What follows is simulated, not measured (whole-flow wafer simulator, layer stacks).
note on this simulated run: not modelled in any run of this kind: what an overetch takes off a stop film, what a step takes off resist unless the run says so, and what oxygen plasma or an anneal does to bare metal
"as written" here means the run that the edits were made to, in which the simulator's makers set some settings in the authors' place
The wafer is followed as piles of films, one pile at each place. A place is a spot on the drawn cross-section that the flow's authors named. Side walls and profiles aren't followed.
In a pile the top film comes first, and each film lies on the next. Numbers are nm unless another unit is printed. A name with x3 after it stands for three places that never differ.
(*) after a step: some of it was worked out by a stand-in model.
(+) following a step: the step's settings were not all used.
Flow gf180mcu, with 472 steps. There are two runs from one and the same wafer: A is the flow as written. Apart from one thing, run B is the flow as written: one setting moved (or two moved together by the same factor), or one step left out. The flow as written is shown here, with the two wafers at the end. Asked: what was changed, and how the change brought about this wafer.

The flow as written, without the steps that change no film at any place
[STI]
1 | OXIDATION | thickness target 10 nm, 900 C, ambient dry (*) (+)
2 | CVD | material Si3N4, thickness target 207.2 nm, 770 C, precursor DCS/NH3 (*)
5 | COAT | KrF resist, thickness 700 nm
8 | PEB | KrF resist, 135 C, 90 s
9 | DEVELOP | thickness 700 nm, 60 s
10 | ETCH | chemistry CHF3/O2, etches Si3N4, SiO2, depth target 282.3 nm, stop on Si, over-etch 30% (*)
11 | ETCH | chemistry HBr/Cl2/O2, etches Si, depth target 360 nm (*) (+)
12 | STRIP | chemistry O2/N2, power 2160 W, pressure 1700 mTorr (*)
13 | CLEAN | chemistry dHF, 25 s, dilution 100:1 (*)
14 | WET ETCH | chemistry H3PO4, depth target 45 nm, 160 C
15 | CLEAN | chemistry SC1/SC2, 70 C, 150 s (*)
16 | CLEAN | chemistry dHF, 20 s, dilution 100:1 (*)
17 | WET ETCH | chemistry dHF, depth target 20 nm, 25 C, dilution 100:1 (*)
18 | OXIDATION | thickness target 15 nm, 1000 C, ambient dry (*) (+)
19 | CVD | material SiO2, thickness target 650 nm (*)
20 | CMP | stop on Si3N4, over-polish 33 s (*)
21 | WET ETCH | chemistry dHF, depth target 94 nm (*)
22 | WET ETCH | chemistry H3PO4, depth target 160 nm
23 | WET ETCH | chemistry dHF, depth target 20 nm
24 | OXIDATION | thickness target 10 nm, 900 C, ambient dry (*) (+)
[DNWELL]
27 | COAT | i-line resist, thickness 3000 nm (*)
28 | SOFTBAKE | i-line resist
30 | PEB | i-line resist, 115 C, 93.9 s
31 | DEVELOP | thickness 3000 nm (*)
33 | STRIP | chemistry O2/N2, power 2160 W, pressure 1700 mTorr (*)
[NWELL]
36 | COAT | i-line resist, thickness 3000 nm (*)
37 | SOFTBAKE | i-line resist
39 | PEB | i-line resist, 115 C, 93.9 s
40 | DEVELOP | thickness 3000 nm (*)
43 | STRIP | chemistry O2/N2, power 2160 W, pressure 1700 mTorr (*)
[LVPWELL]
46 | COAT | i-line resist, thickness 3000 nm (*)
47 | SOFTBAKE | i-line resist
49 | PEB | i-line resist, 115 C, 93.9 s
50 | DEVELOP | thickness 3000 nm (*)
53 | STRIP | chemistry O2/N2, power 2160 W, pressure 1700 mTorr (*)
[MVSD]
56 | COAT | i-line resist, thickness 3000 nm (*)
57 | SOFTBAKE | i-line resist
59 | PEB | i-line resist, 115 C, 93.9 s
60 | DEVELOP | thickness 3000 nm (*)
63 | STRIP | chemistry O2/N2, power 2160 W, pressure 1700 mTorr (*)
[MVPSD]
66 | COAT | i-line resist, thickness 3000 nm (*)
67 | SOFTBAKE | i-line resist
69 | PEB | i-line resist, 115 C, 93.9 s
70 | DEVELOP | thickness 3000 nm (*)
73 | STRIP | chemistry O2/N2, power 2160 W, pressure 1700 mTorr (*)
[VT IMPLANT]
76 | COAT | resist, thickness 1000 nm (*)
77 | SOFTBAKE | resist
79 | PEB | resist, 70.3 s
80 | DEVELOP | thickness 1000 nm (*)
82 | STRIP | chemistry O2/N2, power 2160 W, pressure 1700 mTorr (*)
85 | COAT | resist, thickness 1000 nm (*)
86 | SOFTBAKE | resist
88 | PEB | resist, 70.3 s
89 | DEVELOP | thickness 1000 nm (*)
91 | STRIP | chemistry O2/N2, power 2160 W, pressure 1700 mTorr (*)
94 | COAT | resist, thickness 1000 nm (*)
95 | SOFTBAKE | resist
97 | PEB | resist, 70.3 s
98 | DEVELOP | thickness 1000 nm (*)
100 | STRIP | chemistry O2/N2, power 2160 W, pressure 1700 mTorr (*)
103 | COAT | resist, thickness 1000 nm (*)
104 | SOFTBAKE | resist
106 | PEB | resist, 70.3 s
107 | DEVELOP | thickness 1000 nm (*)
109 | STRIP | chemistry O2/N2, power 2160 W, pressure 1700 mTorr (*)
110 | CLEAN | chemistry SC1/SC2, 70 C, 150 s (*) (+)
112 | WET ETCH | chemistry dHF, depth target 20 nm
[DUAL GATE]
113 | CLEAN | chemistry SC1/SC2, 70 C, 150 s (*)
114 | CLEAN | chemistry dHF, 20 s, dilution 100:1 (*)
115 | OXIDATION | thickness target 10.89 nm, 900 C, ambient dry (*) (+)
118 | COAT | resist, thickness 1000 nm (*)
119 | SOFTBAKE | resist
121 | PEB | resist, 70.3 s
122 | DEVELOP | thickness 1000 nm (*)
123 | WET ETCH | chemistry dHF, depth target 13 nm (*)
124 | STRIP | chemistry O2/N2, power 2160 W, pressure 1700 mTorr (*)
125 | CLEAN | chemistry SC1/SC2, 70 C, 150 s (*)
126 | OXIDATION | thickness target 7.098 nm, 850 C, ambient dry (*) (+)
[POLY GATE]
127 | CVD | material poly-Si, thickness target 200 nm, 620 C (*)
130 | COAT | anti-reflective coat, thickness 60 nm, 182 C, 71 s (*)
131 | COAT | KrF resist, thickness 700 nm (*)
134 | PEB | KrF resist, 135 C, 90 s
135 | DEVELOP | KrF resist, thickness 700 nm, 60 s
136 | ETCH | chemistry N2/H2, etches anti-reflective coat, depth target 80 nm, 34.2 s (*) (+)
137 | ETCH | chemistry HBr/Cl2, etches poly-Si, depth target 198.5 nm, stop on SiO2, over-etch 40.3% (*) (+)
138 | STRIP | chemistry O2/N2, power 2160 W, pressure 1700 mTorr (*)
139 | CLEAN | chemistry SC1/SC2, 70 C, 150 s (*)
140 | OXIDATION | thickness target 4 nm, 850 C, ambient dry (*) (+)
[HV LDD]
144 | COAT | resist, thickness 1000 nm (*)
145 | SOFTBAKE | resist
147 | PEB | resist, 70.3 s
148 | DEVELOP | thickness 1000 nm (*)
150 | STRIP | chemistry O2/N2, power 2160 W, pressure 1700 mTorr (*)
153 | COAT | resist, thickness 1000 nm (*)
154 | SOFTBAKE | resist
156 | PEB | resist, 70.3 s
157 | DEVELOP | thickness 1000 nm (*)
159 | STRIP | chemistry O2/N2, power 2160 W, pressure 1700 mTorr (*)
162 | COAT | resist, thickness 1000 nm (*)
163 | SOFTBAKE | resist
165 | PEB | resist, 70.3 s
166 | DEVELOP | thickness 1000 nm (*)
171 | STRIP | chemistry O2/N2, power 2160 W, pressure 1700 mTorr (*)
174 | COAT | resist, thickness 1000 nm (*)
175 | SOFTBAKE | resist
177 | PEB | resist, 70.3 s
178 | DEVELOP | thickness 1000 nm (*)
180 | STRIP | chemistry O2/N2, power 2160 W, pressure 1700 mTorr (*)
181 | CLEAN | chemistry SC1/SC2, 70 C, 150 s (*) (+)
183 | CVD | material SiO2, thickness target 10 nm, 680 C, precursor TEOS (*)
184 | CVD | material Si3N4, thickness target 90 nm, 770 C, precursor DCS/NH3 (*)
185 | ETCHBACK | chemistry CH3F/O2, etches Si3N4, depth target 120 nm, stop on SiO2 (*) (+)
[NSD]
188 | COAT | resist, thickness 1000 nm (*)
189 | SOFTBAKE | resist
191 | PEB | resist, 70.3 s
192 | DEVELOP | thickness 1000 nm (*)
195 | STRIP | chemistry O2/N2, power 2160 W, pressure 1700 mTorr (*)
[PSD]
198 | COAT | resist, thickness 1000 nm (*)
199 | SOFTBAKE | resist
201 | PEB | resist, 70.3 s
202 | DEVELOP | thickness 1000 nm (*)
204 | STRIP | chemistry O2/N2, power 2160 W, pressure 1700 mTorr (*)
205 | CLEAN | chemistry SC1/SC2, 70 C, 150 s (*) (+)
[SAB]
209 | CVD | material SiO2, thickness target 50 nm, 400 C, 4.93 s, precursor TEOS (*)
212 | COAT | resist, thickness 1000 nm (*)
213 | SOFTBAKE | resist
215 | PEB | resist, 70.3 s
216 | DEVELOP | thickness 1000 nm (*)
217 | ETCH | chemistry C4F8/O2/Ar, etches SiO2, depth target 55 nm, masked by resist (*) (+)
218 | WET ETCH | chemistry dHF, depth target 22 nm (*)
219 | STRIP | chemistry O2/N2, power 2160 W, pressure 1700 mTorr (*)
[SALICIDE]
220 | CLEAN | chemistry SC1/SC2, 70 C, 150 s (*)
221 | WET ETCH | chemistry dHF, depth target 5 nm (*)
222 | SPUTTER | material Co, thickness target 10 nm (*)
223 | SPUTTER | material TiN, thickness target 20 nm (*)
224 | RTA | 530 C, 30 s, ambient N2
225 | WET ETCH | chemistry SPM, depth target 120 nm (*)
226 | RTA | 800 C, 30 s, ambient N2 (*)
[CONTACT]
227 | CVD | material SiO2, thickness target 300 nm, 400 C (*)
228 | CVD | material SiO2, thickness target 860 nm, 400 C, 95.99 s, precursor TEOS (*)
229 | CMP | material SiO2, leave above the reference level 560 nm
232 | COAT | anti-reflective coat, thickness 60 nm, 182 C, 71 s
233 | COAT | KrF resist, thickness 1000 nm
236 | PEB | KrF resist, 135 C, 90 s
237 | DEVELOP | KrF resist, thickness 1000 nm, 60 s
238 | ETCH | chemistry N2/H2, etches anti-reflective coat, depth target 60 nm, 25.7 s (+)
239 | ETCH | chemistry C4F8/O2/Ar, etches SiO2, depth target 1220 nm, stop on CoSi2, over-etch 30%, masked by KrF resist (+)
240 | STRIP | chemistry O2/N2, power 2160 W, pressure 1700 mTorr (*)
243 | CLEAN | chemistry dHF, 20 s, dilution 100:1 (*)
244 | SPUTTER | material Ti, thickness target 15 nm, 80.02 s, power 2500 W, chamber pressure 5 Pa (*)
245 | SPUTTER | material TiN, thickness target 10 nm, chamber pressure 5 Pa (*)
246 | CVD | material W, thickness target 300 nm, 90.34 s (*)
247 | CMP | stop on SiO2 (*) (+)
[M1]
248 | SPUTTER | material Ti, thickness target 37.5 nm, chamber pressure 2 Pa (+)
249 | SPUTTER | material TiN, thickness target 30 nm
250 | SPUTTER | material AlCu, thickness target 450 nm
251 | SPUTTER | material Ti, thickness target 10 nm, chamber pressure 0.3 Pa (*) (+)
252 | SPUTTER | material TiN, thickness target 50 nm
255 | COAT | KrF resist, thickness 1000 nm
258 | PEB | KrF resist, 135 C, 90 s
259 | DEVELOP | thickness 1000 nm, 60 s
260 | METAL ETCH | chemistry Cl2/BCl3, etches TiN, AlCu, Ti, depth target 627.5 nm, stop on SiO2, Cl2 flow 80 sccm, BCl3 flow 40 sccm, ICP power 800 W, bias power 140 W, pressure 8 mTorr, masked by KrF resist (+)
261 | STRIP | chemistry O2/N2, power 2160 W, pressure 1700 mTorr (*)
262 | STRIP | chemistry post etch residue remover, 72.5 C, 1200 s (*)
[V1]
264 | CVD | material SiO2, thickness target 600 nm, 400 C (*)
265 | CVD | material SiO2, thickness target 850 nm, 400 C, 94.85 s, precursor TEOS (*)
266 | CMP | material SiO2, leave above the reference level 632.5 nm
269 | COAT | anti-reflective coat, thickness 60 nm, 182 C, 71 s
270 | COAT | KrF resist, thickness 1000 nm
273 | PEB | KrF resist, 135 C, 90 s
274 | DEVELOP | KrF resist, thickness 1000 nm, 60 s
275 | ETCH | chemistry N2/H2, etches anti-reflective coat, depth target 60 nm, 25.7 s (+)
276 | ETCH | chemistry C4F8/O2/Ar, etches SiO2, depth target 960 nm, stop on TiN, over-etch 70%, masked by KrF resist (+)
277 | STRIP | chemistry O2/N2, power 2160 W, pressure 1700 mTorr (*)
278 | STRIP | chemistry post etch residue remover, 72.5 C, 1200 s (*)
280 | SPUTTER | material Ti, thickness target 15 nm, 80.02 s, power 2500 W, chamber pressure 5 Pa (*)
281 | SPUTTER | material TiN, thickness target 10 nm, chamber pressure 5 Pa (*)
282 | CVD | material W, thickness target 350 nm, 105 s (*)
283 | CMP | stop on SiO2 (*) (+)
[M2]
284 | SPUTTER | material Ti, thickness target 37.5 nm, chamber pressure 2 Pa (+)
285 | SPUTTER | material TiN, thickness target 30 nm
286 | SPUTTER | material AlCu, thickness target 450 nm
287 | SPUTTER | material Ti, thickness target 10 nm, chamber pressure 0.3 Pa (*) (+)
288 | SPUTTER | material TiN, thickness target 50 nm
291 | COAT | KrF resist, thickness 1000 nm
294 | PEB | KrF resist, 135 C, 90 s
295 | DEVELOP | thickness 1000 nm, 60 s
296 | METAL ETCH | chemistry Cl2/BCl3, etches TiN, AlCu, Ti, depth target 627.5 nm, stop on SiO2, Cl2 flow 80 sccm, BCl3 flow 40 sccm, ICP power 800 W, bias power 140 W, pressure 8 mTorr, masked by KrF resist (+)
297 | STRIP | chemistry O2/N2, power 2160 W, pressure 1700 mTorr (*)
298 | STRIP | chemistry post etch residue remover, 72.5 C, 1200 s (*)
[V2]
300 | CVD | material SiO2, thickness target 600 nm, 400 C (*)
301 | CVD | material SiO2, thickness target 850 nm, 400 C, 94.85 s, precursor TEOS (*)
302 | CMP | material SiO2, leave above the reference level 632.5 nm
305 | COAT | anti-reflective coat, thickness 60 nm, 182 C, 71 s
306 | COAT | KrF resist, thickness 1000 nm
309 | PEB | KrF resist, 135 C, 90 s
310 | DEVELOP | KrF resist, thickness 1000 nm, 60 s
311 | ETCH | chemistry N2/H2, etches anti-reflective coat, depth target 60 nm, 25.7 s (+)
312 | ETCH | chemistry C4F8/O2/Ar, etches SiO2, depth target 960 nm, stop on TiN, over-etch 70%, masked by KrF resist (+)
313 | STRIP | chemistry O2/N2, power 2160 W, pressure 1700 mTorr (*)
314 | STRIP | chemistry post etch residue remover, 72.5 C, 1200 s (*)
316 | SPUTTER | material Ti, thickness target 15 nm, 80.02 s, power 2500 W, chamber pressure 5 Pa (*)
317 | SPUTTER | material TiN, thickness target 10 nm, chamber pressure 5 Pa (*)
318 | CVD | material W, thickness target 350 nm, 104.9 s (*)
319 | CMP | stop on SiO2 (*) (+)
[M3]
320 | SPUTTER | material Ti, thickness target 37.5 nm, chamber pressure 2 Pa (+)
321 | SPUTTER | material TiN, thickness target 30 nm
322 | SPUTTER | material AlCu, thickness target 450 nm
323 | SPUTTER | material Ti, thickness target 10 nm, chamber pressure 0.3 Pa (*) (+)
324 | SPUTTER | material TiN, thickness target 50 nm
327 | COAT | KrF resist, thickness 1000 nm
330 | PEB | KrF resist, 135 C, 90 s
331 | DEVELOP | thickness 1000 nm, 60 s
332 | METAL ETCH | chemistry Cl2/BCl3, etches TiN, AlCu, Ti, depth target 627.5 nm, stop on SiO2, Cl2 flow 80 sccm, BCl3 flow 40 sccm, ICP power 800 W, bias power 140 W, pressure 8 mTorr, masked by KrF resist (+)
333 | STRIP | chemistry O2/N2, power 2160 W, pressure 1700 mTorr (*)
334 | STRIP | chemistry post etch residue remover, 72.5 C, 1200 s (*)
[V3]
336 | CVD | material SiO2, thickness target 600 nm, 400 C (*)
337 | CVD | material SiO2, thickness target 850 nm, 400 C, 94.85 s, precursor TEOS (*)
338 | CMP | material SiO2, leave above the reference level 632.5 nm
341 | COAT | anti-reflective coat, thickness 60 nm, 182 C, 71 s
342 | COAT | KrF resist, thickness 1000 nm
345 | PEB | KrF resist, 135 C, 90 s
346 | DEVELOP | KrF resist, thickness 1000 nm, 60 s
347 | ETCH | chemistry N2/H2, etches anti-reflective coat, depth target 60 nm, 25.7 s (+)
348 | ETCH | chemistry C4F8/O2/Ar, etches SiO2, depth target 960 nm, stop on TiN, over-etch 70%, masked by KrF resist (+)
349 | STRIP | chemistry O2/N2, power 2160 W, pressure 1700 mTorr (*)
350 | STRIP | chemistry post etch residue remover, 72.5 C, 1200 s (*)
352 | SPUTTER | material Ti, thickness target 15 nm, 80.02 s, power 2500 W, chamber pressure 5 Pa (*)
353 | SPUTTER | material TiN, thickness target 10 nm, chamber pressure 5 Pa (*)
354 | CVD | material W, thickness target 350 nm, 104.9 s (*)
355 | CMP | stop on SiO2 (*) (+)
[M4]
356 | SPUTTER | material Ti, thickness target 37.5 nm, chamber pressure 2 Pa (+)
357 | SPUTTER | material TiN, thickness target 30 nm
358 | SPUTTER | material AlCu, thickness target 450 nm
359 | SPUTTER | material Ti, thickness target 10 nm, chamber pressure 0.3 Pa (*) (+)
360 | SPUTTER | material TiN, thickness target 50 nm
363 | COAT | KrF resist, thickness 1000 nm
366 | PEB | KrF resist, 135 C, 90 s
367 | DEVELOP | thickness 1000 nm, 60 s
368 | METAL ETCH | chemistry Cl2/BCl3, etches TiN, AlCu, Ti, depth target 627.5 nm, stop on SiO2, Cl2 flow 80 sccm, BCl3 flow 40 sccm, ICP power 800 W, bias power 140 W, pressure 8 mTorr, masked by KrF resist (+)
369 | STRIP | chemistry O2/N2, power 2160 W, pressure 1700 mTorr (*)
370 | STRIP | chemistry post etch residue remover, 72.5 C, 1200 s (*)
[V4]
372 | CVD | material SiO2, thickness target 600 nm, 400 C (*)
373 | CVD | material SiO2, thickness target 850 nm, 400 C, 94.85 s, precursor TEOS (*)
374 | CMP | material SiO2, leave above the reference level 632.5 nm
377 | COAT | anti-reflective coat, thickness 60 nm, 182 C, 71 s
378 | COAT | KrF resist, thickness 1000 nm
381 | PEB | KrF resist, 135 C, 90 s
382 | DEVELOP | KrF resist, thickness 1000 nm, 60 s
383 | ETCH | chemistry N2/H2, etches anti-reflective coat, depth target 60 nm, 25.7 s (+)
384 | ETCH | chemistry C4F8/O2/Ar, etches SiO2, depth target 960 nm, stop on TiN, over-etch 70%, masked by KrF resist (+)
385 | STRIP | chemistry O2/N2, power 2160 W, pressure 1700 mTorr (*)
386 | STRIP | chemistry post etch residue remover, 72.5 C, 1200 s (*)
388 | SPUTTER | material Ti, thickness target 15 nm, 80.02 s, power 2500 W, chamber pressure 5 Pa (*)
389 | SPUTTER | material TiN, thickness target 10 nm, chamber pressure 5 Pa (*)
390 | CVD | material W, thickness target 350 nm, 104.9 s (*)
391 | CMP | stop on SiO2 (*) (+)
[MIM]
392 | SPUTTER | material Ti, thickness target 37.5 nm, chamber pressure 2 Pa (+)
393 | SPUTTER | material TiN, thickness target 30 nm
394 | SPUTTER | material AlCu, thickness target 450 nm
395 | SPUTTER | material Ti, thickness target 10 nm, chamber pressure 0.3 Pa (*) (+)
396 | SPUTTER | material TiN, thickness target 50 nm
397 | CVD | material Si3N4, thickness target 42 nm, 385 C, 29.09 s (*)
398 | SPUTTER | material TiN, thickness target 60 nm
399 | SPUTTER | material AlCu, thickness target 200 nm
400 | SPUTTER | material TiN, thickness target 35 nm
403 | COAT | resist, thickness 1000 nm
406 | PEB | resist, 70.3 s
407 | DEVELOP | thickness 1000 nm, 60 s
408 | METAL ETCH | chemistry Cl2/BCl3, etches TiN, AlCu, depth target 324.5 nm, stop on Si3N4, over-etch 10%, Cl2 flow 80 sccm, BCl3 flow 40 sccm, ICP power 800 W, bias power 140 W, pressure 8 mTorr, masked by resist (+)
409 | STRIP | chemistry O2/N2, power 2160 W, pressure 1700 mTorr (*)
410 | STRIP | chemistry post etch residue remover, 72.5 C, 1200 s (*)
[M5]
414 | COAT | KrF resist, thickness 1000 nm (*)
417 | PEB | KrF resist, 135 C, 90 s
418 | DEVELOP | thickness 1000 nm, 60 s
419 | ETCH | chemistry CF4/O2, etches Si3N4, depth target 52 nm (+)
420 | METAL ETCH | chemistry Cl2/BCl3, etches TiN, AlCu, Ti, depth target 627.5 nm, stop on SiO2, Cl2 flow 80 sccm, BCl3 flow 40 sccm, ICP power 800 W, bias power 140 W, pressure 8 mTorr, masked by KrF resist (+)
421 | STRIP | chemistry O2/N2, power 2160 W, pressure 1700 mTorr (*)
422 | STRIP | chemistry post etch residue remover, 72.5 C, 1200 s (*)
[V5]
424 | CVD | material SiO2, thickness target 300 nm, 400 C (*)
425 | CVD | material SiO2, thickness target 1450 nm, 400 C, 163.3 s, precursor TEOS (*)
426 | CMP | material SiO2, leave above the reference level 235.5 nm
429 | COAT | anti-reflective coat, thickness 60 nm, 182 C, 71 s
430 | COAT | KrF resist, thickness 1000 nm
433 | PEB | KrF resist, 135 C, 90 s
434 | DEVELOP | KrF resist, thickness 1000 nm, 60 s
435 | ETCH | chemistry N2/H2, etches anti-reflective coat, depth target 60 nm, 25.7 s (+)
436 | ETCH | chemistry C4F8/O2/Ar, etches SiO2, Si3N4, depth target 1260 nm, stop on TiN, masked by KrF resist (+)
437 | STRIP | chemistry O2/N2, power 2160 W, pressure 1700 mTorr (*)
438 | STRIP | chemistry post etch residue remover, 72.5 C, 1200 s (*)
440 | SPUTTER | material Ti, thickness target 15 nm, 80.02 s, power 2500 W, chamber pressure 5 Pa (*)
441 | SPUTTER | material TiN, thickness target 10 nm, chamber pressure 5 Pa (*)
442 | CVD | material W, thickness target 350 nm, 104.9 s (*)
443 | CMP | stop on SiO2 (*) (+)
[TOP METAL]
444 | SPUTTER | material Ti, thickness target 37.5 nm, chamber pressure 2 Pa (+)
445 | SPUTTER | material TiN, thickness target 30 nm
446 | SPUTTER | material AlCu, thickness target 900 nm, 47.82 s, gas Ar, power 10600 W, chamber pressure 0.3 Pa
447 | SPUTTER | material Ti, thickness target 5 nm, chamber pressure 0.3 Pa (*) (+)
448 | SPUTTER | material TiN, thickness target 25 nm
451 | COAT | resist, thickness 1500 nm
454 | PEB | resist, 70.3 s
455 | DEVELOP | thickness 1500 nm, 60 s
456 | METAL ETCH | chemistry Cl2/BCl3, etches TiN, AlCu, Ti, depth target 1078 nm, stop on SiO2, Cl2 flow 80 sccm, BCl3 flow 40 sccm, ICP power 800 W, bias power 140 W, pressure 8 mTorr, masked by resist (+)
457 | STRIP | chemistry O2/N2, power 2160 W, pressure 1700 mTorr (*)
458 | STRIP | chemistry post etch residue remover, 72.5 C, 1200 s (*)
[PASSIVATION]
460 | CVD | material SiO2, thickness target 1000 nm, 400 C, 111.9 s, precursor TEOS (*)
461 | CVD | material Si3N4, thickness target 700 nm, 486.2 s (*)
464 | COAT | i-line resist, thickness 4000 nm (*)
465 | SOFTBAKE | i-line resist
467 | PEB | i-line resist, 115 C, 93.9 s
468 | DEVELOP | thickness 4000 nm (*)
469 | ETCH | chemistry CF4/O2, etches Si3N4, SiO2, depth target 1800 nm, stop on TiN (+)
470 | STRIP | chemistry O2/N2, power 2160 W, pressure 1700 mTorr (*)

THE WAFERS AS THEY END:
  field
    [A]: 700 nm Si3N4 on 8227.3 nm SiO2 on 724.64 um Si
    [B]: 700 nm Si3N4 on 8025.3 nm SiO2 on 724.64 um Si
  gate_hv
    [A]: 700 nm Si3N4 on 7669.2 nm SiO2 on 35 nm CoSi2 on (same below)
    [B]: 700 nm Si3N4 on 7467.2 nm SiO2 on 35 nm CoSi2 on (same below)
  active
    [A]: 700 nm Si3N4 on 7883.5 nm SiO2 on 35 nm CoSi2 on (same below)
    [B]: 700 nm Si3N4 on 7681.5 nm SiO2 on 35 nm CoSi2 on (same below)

What caused this: step 250, SPUTTER: thickness target 248 nm was run, though the flow has thickness target 450 nm.

The path from the change to this, step by step:
  250 | SPUTTER | material AlCu, thickness target 450 nm
      field, field__w1, field__w2 and 108 more: A +450 AlCu (new film) | B +248 AlCu (new film)
  260 | METAL ETCH | chemistry Cl2/BCl3, etches TiN, AlCu, Ti, depth target 627.5 nm, stop on SiO2, Cl2 flow 80 sccm, BCl3 flow 40 sccm, ICP power 800 W, bias power 140 W, pressure 8 mTorr, masked by KrF resist (+)
      field, field__w1, field__w2 and 99 more: A -50 TiN (all of it), -10 Ti (all of it), -450 AlCu (all of it), -30 TiN (all of it), -37.5 Ti (all of it) | B -50 TiN (all of it), -10 Ti (all of it), -248 AlCu (all of it), -30 TiN (all of it), -37.5 Ti (all of it)
      field__w8, contact, m1 and 6 more: A -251 KrF resist | B -225.3 KrF resist
  261 | STRIP | chemistry O2/N2, power 2160 W, pressure 1700 mTorr (*)
      field__w8, contact, m1 and 6 more: A -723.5 KrF resist (all of it) | B -749.2 KrF resist (all of it)
  266 | CMP | material SiO2, leave above the reference level 632.5 nm
      field, field__w1, field__w2 and 99 more: A -300 SiO2 | B -502 SiO2
